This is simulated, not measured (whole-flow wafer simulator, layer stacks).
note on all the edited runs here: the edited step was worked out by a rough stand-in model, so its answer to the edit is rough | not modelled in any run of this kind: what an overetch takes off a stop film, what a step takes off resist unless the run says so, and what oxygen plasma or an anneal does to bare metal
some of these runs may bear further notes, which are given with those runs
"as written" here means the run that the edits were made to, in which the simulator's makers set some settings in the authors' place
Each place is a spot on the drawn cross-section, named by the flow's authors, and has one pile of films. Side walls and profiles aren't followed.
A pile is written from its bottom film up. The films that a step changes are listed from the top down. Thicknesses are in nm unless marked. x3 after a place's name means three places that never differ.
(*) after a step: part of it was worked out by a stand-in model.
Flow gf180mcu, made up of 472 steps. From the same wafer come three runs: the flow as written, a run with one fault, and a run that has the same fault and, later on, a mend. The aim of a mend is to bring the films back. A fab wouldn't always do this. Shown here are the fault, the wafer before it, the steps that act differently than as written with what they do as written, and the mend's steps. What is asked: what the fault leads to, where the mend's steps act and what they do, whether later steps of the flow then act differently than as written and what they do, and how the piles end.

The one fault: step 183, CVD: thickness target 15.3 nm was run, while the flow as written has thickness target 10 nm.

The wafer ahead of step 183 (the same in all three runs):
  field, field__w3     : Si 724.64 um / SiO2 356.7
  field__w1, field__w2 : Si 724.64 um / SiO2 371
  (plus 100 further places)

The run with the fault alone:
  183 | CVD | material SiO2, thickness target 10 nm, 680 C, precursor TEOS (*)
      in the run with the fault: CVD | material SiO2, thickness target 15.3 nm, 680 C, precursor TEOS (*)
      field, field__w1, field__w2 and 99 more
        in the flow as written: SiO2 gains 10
        in the run with the fault: SiO2 gains 15.3
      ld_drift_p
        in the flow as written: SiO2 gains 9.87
        in the run with the fault: SiO2 gains 15.1
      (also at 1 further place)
  Steps later in the flow that act otherwise than as written (21 more steps, not shown, differ only slightly: by at most 2% or 0.5 nm, whichever is larger):
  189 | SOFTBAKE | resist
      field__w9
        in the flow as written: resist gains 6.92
        in the run with the fault: resist loses 3.06
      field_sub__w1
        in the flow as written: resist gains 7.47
        in the run with the fault: resist gains 9.76
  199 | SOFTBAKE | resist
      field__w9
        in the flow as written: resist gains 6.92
        in the run with the fault: resist loses 3.06
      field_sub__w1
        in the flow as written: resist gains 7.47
        in the run with the fault: resist gains 9.76
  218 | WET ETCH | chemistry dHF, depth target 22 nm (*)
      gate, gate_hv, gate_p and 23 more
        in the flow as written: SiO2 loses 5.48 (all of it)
        in the run with the fault: SiO2 loses 10.8 (all of it)
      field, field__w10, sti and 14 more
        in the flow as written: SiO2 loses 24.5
        in the run with the fault: SiO2 loses 25.3
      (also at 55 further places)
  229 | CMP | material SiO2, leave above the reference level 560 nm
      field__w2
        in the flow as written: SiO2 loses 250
        in the run with the fault: SiO2 loses 255.6
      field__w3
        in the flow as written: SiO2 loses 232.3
        in the run with the fault: SiO2 loses 237.8
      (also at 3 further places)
  By the end, the piles at spacer depart from the flow's by more than 2% or 0.5 nm, whichever is larger.
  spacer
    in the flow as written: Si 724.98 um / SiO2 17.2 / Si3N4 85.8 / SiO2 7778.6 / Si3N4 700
    in the run with the fault: Si 724.98 um / SiO2 22.5 / Si3N4 85.8 / SiO2 7773.3 / Si3N4 700

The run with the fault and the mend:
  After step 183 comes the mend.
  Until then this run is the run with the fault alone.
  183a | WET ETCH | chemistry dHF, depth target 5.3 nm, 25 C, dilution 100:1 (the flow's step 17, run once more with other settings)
      field, field__w1, field__w2 and 101 more
        SiO2 loses 5.3
  Later steps of the flow that are run all act as written at every place that is followed, up to a difference of at most 2% or 0.5 nm, whichever is larger.
  When the end is reached, the piles differ only a little from the flow's at the places that both follow, at most by 2% or 0.5 nm, whichever is larger.
